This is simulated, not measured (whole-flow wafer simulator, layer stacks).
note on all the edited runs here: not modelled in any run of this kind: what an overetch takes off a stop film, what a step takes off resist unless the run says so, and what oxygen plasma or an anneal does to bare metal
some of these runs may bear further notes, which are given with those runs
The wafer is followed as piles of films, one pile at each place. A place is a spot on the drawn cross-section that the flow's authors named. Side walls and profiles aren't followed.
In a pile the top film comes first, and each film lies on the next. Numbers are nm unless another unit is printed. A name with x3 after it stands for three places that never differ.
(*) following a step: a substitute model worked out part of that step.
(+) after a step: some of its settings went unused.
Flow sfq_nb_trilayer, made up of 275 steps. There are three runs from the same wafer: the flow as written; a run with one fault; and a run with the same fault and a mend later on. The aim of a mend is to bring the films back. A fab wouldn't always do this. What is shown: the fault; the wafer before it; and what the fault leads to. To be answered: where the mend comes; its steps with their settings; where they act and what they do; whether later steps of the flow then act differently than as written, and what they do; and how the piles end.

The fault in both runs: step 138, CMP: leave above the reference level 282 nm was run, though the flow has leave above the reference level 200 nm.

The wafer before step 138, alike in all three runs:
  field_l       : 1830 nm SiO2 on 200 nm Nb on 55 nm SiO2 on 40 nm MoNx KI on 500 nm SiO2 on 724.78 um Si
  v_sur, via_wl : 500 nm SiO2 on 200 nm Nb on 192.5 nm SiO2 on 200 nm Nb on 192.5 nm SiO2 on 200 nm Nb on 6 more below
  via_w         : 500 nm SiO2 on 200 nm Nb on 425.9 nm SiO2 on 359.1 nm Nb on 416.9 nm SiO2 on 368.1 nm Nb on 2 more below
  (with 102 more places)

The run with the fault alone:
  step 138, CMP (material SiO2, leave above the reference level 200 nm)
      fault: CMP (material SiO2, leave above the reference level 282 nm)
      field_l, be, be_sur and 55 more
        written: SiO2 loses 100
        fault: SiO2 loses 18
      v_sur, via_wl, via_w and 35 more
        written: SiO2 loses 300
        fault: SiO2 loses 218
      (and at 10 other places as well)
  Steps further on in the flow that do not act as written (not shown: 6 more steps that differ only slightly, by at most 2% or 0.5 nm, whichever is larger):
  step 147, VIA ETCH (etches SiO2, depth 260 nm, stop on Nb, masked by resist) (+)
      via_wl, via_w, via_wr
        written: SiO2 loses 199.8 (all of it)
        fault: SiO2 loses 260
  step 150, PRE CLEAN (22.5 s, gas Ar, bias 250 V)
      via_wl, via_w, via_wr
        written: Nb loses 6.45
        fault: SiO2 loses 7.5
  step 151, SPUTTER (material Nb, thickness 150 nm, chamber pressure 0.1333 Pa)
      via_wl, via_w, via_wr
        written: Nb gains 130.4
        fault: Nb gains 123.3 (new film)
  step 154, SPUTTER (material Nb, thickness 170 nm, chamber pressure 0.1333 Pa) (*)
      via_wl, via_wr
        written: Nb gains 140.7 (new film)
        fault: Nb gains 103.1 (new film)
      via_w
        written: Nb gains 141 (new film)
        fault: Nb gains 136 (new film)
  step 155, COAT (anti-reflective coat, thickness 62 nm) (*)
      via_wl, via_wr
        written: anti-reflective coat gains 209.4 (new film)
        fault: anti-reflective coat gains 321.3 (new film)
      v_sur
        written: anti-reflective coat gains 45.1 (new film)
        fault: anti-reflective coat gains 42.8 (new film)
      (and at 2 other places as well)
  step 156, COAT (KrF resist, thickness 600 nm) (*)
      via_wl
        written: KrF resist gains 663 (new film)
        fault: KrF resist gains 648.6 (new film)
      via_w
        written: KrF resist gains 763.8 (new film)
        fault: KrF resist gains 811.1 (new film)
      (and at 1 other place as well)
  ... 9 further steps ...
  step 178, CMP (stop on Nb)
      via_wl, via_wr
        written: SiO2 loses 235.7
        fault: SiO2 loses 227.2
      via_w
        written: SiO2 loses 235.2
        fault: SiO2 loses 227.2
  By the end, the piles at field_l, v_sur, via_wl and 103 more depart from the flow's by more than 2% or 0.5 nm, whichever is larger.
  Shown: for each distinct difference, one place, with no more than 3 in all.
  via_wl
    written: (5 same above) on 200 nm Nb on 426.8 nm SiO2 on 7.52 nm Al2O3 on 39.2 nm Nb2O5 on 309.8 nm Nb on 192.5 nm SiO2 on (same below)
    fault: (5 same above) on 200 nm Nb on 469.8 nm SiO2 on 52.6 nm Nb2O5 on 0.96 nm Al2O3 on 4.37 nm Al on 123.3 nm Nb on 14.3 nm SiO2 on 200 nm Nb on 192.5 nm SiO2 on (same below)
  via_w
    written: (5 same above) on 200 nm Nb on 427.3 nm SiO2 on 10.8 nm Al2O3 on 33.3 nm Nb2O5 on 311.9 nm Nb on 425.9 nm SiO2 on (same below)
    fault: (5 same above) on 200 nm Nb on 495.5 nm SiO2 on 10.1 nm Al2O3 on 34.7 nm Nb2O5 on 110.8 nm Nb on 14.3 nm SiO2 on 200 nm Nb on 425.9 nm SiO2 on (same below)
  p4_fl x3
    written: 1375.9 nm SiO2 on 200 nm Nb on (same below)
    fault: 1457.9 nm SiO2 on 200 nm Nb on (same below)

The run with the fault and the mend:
  The mend follows step 139.
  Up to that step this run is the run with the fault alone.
  step 139a, CMP (material SiO2, leave above the reference level 200 nm) (the flow's step 138 again)
      field_l, v_sur, via_wl and 103 more
        SiO2 loses 82
  Later steps of the flow that are run all act as written at every place that is followed.
  The piles end the same as the flow's at every place that both follow.
